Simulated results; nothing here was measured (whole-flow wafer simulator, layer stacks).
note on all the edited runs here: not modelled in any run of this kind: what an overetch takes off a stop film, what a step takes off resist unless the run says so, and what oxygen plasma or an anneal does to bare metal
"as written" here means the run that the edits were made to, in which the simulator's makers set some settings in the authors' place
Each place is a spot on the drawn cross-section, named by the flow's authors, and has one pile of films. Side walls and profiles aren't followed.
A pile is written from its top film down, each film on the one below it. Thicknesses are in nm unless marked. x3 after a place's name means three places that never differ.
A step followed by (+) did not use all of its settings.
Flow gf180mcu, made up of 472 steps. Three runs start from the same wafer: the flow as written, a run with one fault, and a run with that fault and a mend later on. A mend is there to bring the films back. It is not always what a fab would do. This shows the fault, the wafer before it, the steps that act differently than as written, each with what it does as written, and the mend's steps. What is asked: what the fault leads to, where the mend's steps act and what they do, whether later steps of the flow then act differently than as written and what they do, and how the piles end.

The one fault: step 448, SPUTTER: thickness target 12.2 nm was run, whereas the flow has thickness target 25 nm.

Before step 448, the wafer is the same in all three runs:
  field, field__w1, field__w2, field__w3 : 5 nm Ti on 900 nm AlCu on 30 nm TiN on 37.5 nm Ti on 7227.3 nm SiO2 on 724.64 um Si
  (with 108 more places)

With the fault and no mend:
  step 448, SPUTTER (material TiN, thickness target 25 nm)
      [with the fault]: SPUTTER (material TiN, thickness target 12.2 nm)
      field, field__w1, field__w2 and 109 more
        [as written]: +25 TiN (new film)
        [with the fault]: +12.2 TiN (new film)
  Steps later in the flow that act otherwise than as written (not shown: 4 more steps that differ only slightly, by at most 2% or 0.5 nm, whichever is larger):
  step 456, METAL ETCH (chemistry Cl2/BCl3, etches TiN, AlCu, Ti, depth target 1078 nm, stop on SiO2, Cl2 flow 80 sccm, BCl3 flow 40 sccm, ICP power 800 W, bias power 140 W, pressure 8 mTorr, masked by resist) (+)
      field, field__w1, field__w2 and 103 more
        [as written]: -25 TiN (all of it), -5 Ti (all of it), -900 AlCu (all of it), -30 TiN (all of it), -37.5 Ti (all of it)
        [with the fault]: -12.2 TiN (all of it), -5 Ti (all of it), -900 AlCu (all of it), -30 TiN (all of it), -37.5 Ti (all of it)
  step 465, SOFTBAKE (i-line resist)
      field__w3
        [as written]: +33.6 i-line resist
        [with the fault]: +32.9 i-line resist
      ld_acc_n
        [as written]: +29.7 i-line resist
        [with the fault]: +29.1 i-line resist
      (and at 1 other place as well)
  At field__w8, contact, m1, m1__w1, pad, m1_nw, the piles at the end differ from the flow's by more than 2% or 0.5 nm, whichever is larger.
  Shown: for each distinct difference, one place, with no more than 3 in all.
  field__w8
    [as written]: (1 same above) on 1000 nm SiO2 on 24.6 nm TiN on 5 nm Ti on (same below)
    [with the fault]: (1 same above) on 1000 nm SiO2 on 11.8 nm TiN on 5 nm Ti on (same below)
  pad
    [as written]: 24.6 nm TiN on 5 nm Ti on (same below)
    [with the fault]: 11.8 nm TiN on 5 nm Ti on (same below)

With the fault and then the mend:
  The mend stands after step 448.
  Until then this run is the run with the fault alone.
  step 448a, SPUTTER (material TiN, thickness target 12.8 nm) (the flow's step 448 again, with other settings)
      field, field__w1, field__w2 and 109 more
        +12.8 TiN
  Every later step of the flow that is run acts as written at every place that is followed.
  At every place that both follow, the piles at the end match the flow's.
